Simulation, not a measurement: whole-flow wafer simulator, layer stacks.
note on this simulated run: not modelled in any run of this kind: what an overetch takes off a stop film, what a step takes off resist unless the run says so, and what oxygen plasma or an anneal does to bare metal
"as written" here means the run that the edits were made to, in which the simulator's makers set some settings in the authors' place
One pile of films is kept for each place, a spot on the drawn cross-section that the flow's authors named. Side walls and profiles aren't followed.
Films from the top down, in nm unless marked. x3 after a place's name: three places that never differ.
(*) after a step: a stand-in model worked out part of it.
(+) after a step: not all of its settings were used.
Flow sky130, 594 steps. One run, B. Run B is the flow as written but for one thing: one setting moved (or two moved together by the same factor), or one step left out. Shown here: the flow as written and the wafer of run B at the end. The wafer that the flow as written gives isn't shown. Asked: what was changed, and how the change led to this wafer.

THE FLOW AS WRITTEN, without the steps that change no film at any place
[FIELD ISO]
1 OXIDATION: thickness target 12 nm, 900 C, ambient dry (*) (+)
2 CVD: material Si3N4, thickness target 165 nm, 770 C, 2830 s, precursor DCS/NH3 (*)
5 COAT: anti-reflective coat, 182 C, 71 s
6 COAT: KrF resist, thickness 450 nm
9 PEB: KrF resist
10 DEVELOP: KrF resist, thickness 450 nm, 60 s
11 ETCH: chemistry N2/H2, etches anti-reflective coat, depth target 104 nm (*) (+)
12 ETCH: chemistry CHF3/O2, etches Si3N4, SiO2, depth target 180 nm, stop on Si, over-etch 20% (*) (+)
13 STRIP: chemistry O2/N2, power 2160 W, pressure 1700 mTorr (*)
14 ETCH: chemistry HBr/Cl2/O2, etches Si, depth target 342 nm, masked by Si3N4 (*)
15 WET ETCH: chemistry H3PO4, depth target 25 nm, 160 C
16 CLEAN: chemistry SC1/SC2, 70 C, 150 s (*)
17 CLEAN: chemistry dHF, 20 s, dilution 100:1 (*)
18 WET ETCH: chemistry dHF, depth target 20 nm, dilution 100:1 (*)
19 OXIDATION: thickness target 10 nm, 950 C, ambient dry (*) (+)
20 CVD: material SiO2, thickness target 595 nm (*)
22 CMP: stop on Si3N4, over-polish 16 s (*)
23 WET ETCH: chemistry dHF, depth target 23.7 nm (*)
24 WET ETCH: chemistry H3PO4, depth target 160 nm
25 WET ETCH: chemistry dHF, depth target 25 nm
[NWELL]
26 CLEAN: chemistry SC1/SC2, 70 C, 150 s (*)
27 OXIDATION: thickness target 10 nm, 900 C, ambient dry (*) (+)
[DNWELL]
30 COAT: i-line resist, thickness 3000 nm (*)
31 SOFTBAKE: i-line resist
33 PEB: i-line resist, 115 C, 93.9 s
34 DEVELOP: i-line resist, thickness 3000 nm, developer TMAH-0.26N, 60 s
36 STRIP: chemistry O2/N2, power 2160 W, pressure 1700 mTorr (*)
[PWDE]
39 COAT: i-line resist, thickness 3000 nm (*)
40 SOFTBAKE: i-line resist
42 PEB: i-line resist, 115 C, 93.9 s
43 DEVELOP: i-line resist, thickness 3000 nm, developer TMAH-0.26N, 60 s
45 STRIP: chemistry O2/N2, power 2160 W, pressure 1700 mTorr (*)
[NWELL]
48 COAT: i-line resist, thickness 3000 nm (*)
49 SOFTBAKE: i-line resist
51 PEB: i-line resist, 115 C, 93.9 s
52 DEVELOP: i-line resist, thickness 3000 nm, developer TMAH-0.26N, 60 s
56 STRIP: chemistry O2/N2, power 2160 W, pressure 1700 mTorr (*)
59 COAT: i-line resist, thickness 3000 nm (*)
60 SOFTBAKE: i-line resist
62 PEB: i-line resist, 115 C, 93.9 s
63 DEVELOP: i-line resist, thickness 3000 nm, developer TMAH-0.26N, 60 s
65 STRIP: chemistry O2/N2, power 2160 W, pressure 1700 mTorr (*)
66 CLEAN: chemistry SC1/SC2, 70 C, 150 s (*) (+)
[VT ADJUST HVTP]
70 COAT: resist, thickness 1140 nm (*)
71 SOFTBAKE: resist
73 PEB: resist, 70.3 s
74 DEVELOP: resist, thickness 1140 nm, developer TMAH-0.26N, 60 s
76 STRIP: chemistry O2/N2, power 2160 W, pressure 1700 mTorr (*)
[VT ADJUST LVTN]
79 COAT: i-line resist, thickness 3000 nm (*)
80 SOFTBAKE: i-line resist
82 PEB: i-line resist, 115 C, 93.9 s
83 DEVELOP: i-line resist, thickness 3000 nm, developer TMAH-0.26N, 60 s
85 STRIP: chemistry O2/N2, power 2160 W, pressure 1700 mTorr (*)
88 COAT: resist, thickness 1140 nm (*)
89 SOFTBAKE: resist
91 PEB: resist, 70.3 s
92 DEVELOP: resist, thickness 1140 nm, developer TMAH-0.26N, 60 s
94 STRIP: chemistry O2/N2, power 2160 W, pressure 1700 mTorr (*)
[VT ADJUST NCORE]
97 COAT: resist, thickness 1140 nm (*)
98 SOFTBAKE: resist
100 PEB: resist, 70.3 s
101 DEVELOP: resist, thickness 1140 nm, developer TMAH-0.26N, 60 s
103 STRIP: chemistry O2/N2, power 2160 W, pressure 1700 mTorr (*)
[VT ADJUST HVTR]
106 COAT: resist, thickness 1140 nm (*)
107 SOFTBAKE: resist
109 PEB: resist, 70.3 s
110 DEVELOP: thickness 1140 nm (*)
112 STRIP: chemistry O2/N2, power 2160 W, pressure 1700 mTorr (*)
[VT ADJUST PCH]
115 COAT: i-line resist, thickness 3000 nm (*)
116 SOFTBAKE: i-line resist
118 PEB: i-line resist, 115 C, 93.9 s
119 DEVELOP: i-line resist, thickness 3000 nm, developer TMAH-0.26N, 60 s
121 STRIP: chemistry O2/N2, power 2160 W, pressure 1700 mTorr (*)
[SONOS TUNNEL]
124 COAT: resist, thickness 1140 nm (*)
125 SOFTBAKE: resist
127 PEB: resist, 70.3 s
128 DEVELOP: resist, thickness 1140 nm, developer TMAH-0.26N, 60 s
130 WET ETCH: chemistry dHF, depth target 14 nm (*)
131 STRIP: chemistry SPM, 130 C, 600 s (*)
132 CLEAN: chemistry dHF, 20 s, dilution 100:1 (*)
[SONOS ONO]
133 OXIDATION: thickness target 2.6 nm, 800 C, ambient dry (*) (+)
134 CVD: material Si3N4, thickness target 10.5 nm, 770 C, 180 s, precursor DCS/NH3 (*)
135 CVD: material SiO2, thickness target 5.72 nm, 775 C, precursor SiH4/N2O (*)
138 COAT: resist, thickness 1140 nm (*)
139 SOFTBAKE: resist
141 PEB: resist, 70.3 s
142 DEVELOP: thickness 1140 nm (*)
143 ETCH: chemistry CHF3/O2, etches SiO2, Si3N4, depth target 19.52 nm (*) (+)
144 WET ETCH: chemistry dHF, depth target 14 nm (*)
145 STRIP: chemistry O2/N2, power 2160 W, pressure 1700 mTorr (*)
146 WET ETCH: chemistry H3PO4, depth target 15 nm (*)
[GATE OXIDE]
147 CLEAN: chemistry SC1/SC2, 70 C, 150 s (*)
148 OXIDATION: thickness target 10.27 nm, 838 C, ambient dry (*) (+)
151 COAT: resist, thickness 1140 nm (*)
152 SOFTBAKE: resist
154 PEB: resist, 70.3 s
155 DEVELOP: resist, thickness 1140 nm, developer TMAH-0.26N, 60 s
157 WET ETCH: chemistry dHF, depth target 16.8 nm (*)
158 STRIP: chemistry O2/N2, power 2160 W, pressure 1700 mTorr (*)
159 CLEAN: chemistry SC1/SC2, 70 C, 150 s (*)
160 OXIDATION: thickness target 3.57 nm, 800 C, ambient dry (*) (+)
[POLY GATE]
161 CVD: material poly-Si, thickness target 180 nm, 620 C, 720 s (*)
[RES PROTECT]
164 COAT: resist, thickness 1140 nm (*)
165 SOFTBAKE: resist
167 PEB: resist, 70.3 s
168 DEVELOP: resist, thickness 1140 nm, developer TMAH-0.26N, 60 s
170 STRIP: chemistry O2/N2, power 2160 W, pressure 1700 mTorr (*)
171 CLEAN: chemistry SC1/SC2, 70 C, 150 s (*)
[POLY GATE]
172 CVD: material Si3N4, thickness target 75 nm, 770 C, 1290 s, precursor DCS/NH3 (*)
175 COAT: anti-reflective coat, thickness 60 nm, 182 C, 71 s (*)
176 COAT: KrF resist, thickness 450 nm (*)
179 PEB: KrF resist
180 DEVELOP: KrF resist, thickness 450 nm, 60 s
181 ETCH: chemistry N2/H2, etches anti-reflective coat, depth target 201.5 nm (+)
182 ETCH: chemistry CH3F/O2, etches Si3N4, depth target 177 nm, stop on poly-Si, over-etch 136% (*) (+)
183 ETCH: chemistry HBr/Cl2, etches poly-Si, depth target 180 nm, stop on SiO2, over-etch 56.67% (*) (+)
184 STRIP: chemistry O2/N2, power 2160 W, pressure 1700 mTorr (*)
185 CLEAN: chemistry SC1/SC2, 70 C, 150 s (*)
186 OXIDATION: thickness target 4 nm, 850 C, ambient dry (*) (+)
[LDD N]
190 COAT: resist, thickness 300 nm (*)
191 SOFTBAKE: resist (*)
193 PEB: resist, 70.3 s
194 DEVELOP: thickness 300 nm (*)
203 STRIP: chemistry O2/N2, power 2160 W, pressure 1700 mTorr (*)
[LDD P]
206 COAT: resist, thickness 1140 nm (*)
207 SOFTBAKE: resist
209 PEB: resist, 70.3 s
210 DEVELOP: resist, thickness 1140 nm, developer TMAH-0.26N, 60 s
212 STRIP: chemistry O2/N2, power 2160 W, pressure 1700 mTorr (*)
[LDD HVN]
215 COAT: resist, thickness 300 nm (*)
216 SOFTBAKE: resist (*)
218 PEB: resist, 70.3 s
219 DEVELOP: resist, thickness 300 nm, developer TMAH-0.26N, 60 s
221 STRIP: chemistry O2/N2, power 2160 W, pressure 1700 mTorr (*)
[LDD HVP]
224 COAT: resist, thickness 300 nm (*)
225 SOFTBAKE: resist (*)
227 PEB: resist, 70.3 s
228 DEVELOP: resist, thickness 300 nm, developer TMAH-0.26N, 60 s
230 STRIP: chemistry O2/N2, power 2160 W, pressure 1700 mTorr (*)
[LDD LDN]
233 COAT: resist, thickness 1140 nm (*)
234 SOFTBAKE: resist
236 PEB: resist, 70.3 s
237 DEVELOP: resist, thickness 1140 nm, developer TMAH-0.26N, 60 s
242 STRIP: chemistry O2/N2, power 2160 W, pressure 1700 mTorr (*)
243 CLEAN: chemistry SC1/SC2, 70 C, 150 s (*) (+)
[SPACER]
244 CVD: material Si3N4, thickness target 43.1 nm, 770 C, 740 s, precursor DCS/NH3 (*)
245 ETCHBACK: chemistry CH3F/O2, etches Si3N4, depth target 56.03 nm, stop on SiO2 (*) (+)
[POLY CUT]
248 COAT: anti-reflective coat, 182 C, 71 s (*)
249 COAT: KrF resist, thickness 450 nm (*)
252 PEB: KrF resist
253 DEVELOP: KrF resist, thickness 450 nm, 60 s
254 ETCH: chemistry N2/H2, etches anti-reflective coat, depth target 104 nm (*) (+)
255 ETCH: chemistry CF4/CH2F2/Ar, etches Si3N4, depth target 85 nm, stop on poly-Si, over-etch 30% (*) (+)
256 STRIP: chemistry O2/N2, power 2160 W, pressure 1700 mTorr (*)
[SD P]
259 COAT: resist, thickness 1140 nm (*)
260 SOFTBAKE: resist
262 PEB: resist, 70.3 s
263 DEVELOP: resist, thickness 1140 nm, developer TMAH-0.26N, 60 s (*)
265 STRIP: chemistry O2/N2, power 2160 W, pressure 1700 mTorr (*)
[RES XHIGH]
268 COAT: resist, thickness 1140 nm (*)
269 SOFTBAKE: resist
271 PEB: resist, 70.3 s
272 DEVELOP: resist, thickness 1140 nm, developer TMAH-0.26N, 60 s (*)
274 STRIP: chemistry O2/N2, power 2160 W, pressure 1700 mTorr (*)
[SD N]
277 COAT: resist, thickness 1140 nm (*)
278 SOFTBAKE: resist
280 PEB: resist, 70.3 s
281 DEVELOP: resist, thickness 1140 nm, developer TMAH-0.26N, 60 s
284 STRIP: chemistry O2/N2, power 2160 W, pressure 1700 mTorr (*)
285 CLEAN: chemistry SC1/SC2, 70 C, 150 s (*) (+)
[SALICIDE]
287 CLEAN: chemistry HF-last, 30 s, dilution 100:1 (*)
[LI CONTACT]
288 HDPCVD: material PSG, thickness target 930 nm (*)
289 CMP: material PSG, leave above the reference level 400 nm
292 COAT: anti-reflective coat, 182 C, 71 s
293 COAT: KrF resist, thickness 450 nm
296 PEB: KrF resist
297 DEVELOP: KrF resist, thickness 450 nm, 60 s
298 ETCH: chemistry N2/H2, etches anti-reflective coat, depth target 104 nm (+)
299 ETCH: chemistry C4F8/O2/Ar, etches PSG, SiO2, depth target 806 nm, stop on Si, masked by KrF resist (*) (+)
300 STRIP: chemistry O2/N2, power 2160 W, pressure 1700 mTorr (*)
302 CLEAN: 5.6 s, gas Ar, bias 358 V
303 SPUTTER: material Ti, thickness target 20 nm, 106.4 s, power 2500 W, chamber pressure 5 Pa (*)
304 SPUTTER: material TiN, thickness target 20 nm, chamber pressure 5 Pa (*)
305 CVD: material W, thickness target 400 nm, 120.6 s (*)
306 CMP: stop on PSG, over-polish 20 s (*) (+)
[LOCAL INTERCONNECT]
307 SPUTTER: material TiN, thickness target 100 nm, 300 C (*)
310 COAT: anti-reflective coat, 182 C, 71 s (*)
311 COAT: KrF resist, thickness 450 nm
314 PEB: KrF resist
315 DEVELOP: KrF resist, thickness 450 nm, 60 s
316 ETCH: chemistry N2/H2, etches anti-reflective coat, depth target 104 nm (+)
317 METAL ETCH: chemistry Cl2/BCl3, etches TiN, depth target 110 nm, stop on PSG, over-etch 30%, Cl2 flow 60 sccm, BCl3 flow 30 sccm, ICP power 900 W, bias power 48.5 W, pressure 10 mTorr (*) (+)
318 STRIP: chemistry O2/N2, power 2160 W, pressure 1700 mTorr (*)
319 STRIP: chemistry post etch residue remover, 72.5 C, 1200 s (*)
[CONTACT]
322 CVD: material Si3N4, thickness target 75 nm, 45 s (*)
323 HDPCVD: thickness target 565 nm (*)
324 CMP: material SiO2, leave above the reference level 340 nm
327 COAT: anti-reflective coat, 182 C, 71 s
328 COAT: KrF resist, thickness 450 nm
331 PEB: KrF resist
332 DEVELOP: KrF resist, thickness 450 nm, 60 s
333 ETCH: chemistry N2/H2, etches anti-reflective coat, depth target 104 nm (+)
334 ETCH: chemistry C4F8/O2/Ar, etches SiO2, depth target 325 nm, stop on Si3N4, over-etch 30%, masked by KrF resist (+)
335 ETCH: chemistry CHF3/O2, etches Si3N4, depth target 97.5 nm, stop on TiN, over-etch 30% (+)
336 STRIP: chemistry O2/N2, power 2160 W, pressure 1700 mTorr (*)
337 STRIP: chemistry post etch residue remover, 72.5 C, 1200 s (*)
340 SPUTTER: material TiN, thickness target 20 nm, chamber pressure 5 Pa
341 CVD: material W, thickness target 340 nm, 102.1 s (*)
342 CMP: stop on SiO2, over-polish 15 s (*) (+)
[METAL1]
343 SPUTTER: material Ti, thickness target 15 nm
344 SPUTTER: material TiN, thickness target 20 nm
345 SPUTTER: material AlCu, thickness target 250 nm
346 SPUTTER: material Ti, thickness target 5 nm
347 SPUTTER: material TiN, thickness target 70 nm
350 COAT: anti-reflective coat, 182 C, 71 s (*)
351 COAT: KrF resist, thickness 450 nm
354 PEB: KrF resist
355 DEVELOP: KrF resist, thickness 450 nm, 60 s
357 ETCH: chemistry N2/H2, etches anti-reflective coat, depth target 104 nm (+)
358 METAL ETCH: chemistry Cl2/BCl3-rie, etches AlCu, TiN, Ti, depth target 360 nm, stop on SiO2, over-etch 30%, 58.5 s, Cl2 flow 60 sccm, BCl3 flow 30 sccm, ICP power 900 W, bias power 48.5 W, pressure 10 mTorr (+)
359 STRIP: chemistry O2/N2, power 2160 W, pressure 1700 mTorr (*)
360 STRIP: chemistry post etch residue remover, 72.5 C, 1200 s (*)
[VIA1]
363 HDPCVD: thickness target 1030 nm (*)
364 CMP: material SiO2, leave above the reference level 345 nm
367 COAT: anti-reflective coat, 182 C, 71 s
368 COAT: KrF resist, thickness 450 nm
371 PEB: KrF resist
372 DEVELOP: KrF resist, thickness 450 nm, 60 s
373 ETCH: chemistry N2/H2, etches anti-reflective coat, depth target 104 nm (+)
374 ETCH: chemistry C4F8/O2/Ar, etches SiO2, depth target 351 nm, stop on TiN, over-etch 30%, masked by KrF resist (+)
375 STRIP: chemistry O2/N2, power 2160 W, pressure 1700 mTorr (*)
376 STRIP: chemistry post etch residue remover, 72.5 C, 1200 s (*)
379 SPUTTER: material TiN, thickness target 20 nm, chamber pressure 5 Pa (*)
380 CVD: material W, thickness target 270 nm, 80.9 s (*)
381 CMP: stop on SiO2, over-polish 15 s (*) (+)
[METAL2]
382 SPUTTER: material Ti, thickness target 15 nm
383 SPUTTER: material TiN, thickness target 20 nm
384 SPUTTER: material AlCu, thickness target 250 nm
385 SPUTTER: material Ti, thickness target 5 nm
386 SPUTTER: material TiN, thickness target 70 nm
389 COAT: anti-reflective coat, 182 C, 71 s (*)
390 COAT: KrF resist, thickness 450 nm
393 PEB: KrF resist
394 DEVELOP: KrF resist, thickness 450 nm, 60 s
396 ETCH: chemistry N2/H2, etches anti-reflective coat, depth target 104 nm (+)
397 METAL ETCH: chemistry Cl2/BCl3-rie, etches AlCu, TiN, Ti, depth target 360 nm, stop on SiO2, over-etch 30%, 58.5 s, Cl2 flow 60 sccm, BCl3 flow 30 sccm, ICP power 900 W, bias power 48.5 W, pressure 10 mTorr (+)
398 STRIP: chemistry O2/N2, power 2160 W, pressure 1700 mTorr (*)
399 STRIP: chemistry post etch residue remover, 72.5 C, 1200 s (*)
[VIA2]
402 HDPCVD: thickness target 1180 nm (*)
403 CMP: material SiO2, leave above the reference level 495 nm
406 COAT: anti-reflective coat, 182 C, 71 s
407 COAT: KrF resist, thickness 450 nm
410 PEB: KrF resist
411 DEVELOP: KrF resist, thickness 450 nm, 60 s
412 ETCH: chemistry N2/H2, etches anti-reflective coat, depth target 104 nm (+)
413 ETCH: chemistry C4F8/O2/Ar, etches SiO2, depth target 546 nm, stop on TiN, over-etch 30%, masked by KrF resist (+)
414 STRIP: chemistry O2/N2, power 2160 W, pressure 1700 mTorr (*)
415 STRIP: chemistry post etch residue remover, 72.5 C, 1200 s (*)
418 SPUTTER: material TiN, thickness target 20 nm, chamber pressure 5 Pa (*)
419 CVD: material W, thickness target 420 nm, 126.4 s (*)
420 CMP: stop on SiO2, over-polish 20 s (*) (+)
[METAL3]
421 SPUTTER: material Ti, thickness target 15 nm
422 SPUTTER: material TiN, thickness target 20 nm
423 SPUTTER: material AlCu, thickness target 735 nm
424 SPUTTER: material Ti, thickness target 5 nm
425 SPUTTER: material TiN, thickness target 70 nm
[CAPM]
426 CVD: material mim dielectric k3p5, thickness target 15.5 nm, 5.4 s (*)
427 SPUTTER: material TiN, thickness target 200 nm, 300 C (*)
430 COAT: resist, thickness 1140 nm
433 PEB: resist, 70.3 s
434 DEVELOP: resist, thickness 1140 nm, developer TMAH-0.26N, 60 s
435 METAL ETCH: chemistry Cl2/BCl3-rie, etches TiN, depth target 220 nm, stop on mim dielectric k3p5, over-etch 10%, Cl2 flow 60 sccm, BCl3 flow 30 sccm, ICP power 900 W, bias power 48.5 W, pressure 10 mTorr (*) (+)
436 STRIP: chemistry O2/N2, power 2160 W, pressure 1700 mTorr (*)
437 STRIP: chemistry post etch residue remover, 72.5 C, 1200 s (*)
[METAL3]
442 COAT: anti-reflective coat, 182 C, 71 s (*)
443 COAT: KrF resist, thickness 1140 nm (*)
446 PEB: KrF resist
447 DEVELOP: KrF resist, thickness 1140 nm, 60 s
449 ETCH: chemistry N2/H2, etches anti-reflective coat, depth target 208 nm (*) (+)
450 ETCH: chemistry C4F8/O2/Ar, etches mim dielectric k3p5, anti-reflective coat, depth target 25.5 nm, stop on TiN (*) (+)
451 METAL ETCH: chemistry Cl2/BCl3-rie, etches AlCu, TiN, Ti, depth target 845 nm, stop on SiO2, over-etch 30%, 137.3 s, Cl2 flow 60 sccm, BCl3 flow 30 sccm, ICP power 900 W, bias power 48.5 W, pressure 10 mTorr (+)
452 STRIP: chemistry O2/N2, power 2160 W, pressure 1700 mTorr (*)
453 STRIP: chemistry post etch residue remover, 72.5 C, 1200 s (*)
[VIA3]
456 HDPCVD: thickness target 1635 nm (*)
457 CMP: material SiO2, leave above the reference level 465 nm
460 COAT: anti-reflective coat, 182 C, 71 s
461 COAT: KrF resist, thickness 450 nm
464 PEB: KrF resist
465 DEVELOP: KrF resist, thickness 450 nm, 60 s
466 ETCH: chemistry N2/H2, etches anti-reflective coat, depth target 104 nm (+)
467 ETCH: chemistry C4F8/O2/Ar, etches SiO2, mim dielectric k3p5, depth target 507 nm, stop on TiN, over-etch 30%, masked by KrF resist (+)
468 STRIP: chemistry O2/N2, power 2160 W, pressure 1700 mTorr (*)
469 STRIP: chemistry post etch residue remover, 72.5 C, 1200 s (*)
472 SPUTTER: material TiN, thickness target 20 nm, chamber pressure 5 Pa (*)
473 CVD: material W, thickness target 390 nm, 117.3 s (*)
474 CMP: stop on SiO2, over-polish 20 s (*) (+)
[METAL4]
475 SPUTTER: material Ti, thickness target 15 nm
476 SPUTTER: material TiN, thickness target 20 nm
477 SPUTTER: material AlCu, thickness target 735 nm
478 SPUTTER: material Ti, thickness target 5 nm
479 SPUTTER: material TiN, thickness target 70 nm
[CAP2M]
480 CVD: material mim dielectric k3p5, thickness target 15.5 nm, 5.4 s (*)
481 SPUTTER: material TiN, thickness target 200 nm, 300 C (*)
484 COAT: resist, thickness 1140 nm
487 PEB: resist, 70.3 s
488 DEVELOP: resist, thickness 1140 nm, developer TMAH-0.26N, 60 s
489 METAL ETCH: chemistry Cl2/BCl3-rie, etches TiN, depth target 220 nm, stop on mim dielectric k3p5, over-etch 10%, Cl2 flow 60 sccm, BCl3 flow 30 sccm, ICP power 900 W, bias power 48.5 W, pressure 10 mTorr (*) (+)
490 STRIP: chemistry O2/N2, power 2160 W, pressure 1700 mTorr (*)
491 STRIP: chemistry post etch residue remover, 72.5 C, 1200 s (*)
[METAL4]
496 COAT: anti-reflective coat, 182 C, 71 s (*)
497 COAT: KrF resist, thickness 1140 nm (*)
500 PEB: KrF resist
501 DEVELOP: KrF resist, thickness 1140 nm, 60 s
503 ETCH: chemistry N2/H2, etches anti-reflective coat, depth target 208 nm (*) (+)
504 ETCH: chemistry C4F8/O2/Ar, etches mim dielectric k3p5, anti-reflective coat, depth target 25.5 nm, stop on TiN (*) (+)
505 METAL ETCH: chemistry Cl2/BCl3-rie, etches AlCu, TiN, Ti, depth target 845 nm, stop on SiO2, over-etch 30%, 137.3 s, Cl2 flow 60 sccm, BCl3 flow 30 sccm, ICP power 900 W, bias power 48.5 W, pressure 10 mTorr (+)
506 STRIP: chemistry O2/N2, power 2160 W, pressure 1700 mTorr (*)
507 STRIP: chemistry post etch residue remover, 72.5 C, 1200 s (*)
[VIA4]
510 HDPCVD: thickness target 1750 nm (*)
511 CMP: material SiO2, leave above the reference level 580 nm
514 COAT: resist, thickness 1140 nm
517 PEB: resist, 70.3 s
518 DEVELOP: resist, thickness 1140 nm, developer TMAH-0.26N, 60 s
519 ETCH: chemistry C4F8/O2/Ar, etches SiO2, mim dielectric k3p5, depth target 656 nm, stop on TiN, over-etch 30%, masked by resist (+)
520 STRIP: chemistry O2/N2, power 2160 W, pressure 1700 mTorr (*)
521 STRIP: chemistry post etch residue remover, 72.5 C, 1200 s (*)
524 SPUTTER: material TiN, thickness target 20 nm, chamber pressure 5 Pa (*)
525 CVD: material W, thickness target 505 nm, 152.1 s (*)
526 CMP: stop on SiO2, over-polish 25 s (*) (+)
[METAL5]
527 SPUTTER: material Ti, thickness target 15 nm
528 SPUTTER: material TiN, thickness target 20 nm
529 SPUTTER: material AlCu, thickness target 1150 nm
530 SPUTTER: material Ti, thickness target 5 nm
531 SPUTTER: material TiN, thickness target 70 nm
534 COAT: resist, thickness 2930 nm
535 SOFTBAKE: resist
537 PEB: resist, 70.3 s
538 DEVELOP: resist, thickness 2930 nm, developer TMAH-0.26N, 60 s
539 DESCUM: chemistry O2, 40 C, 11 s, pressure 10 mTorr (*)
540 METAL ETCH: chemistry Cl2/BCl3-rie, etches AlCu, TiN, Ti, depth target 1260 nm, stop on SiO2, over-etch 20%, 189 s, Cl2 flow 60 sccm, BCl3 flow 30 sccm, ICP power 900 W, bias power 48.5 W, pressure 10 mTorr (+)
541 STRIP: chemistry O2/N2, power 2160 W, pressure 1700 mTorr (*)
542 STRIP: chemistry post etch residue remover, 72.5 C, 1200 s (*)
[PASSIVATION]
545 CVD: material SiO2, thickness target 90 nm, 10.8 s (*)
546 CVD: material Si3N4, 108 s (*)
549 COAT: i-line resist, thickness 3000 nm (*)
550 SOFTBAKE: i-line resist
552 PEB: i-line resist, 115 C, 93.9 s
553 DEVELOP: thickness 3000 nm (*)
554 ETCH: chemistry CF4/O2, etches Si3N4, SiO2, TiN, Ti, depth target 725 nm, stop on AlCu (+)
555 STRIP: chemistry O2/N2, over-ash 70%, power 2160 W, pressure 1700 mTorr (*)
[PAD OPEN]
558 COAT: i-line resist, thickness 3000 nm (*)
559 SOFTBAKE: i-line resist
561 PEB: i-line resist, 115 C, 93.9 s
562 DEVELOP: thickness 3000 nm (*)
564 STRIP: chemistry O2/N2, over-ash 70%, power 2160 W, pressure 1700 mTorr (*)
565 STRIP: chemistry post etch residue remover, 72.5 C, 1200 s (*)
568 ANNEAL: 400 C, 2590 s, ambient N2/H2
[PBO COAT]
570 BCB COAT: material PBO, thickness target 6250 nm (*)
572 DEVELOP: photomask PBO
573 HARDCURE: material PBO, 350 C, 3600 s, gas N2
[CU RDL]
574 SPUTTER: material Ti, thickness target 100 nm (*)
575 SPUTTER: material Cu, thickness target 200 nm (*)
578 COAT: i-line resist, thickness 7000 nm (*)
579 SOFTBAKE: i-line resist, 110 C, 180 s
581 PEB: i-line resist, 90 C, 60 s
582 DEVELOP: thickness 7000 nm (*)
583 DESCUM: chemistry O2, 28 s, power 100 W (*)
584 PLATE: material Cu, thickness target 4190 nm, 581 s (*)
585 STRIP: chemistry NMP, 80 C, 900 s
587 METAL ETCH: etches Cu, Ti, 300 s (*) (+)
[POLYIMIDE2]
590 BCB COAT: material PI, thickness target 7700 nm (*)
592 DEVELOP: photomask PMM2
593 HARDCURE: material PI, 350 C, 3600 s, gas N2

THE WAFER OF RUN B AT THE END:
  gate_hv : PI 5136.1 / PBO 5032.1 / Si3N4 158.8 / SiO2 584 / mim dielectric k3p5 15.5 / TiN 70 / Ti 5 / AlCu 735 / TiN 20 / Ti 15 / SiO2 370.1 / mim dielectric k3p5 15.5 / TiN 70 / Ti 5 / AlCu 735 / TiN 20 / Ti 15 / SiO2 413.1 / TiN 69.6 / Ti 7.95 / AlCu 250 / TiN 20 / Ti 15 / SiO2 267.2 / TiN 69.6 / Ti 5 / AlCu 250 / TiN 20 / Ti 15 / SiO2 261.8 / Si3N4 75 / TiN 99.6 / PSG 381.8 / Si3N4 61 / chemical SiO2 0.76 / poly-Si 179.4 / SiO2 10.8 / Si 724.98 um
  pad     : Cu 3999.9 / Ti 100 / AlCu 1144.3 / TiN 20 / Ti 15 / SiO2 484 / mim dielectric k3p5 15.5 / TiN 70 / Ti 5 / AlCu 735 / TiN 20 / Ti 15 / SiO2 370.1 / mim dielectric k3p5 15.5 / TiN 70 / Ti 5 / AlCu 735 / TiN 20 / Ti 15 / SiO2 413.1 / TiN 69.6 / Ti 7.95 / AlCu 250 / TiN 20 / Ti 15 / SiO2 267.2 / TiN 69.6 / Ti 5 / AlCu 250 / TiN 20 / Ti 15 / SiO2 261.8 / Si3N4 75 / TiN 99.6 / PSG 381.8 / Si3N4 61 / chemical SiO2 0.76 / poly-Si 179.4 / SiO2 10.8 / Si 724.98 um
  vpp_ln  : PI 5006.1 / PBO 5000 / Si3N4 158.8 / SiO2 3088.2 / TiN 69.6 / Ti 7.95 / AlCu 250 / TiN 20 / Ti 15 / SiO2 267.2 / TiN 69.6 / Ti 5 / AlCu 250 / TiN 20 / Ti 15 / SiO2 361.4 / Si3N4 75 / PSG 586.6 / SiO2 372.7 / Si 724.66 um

The cause: step 385, SPUTTER: thickness target 7.95 nm was run, where the flow has thickness target 5 nm.
It can be read off the wafer: gate_hv has Ti 7.95, and step 385 as written asks for 5 nm.

How the change led to this, step by step:
  385 SPUTTER: material Ti, thickness target 5 nm
      field, active, n_well and 188 more: Ti +7.95 (new film) (as written it would be: Ti +5 (new film))
  397 METAL ETCH: chemistry Cl2/BCl3-rie, etches AlCu, TiN, Ti, depth target 360 nm, stop on SiO2, over-etch 30%, 58.5 s, Cl2 flow 60 sccm, BCl3 flow 30 sccm, ICP power 900 W, bias power 48.5 W, pressure 10 mTorr (+)
      field, active, gate and 82 more: TiN -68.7 (all of it), Ti -7.95 (all of it), AlCu -250 (all of it), TiN -20 (all of it), Ti -15 (all of it), SiO2 -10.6 (as written it would be: TiN -68.7 (all of it), Ti -5 (all of it), AlCu -250 (all of it), TiN -20 (all of it), Ti -15 (all of it), SiO2 -10.9)
